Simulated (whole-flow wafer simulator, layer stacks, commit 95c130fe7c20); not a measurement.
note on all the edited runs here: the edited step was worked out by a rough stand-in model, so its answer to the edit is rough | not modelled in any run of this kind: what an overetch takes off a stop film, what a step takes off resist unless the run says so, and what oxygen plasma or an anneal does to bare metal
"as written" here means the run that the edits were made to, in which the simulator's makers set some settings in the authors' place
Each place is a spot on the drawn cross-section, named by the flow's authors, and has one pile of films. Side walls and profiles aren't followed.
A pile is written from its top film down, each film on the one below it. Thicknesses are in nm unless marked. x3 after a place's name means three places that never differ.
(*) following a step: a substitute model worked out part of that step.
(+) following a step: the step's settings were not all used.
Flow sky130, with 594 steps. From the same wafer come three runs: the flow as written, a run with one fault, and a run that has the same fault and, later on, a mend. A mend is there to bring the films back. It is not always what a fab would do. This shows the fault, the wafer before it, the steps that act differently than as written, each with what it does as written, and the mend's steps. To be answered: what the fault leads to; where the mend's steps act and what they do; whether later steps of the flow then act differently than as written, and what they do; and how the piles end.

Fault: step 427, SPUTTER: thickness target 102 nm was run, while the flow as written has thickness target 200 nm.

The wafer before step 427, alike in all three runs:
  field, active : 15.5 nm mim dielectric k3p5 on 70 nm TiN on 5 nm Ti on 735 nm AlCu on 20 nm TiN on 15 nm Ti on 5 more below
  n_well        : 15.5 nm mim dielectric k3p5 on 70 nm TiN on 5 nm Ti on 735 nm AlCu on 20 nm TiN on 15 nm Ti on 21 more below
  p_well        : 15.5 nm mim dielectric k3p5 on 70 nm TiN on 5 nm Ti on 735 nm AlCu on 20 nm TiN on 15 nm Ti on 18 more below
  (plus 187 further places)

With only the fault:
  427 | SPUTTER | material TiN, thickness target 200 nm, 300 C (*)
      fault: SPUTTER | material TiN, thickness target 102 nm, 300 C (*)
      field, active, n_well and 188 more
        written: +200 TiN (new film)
        fault: +102 TiN (new film)
  Later steps of the flow acting differently than as written (2 other steps are not shown; they differ only slightly, by no more than 2% or 0.5 nm, whichever is larger):
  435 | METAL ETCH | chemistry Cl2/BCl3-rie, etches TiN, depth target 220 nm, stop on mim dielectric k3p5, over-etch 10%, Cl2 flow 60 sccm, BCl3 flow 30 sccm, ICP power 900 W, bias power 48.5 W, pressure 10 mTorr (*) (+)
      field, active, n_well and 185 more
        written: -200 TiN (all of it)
        fault: -102 TiN (all of it)
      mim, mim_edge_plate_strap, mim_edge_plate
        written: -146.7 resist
        fault: -74.8 resist
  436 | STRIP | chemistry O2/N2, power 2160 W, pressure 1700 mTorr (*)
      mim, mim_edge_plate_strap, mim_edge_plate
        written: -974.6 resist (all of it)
        fault: -1046.5 resist (all of it)
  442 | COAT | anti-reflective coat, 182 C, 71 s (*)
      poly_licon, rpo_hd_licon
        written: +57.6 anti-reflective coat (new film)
        fault: +81 anti-reflective coat (new film)
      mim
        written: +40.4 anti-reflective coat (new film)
        fault: +31.7 anti-reflective coat (new film)
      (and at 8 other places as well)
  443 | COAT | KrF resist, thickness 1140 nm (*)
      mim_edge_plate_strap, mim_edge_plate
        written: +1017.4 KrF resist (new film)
        fault: +1115.4 KrF resist (new film)
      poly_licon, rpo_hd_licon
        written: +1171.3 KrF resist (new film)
        fault: +1145 KrF resist (new film)
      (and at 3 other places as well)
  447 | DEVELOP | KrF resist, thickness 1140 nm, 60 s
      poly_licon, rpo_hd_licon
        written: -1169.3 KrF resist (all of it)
        fault: -1143.1 KrF resist (all of it)
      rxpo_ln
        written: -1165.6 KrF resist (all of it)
        fault: -1137.9 KrF resist (all of it)
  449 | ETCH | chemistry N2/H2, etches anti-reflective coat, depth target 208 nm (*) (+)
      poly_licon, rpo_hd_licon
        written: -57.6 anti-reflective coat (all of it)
        fault: -81 anti-reflective coat (all of it)
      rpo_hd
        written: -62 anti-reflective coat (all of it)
        fault: -77.6 anti-reflective coat (all of it)
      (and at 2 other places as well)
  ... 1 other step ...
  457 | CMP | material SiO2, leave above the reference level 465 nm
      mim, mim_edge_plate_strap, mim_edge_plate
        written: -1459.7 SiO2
        fault: -1361.7 SiO2
  At mim, mim_edge_plate_strap, mim_edge_plate, the piles at the end differ from the flow's by more than 2% or 0.5 nm, whichever is larger.
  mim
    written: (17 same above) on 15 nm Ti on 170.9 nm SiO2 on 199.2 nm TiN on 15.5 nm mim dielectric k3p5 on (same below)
    fault: (17 same above) on 15 nm Ti on 268.9 nm SiO2 on 101.2 nm TiN on 15.5 nm mim dielectric k3p5 on (same below)
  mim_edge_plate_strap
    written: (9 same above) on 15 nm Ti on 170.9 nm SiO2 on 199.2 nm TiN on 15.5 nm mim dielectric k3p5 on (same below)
    fault: (9 same above) on 15 nm Ti on 268.9 nm SiO2 on 101.2 nm TiN on 15.5 nm mim dielectric k3p5 on (same below)
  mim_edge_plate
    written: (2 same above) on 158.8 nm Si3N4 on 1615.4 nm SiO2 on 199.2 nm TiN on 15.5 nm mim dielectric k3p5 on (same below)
    fault: (2 same above) on 158.8 nm Si3N4 on 1713.4 nm SiO2 on 101.2 nm TiN on 15.5 nm mim dielectric k3p5 on (same below)

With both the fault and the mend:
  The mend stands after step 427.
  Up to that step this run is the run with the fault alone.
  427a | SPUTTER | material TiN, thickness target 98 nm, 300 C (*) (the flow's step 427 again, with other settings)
      field, active, n_well and 188 more
        +98 TiN
  Every later step of the flow that is run acts as written at every place that is followed.
  The piles end the same as the flow's at every place that both follow.
